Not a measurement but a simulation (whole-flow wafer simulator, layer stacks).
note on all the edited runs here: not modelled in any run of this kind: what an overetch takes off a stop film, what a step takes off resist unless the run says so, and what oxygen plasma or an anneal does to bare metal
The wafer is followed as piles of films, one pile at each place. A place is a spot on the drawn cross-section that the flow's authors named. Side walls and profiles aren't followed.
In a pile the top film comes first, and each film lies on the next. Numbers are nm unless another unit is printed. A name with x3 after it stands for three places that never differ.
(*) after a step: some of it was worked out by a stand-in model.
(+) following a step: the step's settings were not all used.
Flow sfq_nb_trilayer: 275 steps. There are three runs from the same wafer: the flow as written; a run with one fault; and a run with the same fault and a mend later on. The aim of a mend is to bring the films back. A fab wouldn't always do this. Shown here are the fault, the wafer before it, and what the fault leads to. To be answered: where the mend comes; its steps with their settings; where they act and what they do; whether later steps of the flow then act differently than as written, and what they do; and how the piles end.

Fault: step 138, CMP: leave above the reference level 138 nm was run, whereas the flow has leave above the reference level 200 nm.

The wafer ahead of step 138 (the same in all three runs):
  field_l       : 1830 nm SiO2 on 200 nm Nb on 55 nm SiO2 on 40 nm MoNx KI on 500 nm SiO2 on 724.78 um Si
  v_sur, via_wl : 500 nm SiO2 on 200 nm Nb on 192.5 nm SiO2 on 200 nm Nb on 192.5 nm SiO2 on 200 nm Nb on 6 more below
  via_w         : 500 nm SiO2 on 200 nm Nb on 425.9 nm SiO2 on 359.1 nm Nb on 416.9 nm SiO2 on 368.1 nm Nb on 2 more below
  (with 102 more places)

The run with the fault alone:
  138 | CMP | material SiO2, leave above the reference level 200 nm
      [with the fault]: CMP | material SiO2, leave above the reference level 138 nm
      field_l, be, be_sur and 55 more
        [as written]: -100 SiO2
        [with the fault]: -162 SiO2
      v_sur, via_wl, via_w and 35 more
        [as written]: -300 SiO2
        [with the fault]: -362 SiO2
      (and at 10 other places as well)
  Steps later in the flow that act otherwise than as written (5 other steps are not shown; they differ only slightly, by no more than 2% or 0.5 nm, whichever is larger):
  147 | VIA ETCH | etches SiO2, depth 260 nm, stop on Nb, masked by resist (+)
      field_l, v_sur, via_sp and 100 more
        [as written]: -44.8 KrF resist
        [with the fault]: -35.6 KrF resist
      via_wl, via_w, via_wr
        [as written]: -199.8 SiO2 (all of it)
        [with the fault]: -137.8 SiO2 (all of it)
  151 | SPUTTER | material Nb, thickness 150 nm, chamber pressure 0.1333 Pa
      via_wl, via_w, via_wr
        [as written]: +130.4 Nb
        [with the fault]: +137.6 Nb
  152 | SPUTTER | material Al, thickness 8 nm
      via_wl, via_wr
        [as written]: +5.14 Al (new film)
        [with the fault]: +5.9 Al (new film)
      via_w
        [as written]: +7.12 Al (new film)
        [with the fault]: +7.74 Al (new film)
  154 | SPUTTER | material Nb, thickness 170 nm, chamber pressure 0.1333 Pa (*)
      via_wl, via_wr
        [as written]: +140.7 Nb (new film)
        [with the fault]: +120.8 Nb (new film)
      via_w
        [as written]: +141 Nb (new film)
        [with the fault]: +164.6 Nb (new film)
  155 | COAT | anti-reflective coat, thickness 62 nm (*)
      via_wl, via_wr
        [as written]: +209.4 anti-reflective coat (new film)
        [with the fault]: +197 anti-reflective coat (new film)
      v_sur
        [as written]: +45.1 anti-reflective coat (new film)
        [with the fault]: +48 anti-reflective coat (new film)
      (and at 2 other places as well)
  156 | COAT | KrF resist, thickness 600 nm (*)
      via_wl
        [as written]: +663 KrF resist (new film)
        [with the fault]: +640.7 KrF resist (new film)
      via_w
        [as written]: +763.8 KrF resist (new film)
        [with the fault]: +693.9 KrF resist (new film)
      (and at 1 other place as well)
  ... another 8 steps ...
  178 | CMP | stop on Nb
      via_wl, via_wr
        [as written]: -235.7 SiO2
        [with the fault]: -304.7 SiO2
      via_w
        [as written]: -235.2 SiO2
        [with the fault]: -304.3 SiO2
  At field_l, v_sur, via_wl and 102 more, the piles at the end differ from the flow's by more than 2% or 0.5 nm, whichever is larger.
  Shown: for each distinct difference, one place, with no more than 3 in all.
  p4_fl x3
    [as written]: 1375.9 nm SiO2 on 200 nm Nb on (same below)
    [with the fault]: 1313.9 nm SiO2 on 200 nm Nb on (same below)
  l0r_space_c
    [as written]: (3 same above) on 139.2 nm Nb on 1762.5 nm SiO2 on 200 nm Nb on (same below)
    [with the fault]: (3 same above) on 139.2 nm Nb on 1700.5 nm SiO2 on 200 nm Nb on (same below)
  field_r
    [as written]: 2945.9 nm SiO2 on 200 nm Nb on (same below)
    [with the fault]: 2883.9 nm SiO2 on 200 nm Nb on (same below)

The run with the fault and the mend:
  After step 145 comes the mend.
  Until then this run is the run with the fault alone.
  145a | STRIP | over-ash 65%, gas O2, power 200 W (*)
      field_l, v_sur, via_sp and 100 more
        -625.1 KrF resist (all of it), -62 anti-reflective coat (all of it)
      via_wl, via_w, via_wr
        -62 anti-reflective coat (all of it)
  145b | PECVD | material SiO2, thickness 62 nm, 150 C, 13.78 s, RF power 183.3 W, pressure 2.4 Torr, precursor SiH4/N2O (a further turn of the flow's step 137, with different settings)
      field_l, v_sur, via_wl and 103 more
        +62 SiO2
  145c | COAT | anti-reflective coat, thickness 62 nm (a further turn of the flow's step 140)
      field_l, v_sur, via_wl and 103 more
        +62 anti-reflective coat (new film)
  145d | COAT | KrF resist, thickness 650 nm (a further turn of the flow's step 141)
      field_l, v_sur, via_wl and 103 more
        +650 KrF resist (new film)
  145e | SOFTBAKE | KrF resist (a further turn of the flow's step 142)
      alters no film at any place that is followed
  145f | EXPOSE | photomask I4, dose 11.93 mJ/cm2, NA 0.6, wavelength 248 nm (*) (a further turn of the flow's step 143)
      alters no film at any place that is followed
  145g | PEB | KrF resist, 90 s (a further turn of the flow's step 144)
      field_l, v_sur, via_wl and 103 more
        -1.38 KrF resist
  145h | DEVELOP | KrF resist, thickness 650 nm, 60 s (a further turn of the flow's step 145)
      field_l, v_sur, via_sp and 100 more
        -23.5 KrF resist
      via_wl, via_w, via_wr
        -648.6 KrF resist (all of it)
  Later steps of the flow that are run all act as written at every place that is followed, up to a difference of at most 2% or 0.5 nm, whichever is larger.
  The piles end the same as the flow's at every place that both follow.
